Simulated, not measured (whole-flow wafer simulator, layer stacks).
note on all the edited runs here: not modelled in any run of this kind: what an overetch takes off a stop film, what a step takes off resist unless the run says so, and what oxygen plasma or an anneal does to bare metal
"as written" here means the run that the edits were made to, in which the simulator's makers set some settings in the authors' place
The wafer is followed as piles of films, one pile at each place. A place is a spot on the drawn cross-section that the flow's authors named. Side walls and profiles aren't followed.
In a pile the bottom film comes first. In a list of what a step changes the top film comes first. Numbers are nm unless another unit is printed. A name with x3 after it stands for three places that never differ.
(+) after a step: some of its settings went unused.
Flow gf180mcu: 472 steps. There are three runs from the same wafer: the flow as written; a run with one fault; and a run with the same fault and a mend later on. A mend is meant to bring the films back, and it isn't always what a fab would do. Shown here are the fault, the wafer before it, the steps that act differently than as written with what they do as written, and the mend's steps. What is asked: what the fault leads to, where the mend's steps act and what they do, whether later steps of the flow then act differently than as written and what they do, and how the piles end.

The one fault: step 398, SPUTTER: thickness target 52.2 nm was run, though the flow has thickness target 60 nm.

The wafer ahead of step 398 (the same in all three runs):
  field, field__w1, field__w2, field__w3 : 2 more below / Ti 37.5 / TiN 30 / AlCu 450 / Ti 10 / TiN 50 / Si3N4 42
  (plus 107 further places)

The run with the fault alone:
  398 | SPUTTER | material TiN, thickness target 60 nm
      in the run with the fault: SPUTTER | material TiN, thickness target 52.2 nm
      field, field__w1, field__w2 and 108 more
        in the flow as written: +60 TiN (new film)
        in the run with the fault: +52.2 TiN (new film)
  Steps further on in the flow that do not act as written (9 other steps are not shown; they differ only slightly, by no more than 2% or 0.5 nm, whichever is larger):
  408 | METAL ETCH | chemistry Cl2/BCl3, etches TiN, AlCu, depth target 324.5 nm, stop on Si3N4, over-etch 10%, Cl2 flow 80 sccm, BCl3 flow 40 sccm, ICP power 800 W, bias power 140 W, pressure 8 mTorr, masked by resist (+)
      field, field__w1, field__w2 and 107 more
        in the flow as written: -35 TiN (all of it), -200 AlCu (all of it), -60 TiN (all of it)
        in the run with the fault: -35 TiN (all of it), -200 AlCu (all of it), -52.2 TiN (all of it)
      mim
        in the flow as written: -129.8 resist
        in the run with the fault: -126.4 resist
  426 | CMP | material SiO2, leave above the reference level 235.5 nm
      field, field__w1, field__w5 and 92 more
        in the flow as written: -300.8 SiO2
        in the run with the fault: -308.6 SiO2
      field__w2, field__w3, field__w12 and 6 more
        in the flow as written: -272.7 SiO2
        in the run with the fault: -280.5 SiO2
  The piles end different from the flow's at mim by more than 2% or 0.5 nm, whichever is larger.
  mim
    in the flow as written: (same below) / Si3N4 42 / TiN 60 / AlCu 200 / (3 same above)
    in the run with the fault: (same below) / Si3N4 42 / TiN 52.2 / AlCu 200 / (3 same above)

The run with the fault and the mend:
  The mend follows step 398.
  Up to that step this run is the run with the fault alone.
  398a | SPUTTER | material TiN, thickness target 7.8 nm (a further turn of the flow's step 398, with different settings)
      field, field__w1, field__w2 and 108 more
        +7.8 TiN
  Later steps of the flow that are run all act as written at every place that is followed.
  The piles end the same as the flow's at every place that both follow.
